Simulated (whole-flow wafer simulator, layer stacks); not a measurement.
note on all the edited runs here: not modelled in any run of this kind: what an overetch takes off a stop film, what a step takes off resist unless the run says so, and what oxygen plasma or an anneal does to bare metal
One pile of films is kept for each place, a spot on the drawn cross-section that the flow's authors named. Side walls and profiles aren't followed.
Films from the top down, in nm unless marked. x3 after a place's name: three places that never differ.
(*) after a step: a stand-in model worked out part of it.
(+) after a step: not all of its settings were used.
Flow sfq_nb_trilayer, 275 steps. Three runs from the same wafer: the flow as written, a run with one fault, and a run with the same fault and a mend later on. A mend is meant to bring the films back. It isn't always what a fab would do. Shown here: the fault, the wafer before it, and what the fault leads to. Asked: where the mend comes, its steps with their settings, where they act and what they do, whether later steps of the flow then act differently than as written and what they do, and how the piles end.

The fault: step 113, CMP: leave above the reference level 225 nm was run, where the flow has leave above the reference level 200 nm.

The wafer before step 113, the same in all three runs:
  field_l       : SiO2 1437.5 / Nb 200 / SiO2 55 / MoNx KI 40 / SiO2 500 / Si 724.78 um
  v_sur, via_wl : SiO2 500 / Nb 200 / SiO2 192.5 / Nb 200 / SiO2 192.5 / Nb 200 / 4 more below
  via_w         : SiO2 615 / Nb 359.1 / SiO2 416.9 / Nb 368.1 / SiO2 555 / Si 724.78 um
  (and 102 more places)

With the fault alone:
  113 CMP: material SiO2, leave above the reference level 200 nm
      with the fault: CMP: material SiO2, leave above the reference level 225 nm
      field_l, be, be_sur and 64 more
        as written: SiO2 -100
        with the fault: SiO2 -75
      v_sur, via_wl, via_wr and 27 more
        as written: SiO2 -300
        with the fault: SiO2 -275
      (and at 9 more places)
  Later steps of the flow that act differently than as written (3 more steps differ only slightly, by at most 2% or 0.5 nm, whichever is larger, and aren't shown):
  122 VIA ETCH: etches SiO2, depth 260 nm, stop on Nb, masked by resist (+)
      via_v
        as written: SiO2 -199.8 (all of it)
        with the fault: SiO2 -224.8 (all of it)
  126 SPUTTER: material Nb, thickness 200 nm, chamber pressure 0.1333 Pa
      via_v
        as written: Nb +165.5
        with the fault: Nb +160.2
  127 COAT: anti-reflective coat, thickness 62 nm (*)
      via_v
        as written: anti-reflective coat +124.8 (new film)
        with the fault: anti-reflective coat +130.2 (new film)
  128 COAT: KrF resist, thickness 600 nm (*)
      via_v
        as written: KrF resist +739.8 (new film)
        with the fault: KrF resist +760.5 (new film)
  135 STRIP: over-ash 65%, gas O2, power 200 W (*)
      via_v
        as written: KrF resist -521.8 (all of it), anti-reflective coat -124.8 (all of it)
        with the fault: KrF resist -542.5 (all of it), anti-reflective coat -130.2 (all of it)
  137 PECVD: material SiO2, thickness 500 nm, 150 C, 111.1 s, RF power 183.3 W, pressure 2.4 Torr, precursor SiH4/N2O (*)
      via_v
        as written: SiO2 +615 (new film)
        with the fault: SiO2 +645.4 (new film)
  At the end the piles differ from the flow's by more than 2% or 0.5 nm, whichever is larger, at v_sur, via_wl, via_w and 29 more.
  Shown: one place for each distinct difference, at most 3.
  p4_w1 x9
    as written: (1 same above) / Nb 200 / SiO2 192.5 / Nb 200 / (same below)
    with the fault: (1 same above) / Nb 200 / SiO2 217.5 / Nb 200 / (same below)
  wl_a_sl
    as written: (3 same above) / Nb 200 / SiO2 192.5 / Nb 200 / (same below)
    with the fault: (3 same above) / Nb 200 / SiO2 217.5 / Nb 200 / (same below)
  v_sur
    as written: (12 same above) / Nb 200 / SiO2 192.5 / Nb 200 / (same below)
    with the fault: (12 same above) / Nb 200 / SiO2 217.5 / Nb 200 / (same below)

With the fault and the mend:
  The mend comes after step 120.
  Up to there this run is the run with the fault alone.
  120a STRIP: over-ash 65%, gas O2, power 200 W (*)
      field_l, v_sur, via_wl and 102 more
        KrF resist -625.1 (all of it), anti-reflective coat -62 (all of it)
      via_v
        anti-reflective coat -62 (all of it)
  120b CMP: material SiO2, leave above the reference level 200 nm (the flow's step 113 once more)
      field_l, v_sur, via_wl and 103 more
        SiO2 -25
  120c COAT: anti-reflective coat, thickness 62 nm (the flow's step 115 once more)
      field_l, v_sur, via_wl and 103 more
        anti-reflective coat +62 (new film)
  120d COAT: KrF resist, thickness 650 nm (the flow's step 116 once more)
      field_l, v_sur, via_wl and 103 more
        KrF resist +650 (new film)
  120e SOFTBAKE: KrF resist (the flow's step 117 once more)
      changes no film at any place that is followed
  120f EXPOSE: photomask I3, dose 11.91 mJ/cm2, NA 0.6, wavelength 248 nm (*) (the flow's step 118 once more)
      changes no film at any place that is followed
  120g PEB: KrF resist, 90 s (the flow's step 119 once more)
      field_l, v_sur, via_wl and 103 more
        KrF resist -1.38
  120h DEVELOP: KrF resist, thickness 650 nm, 60 s (the flow's step 120 once more)
      field_l, v_sur, via_wl and 102 more
        KrF resist -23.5
      via_v
        KrF resist -648.6 (all of it)
  No later step of the flow acts differently than as written at any place that is followed.
  At the end the piles are the same as the flow's at every place that both follow.
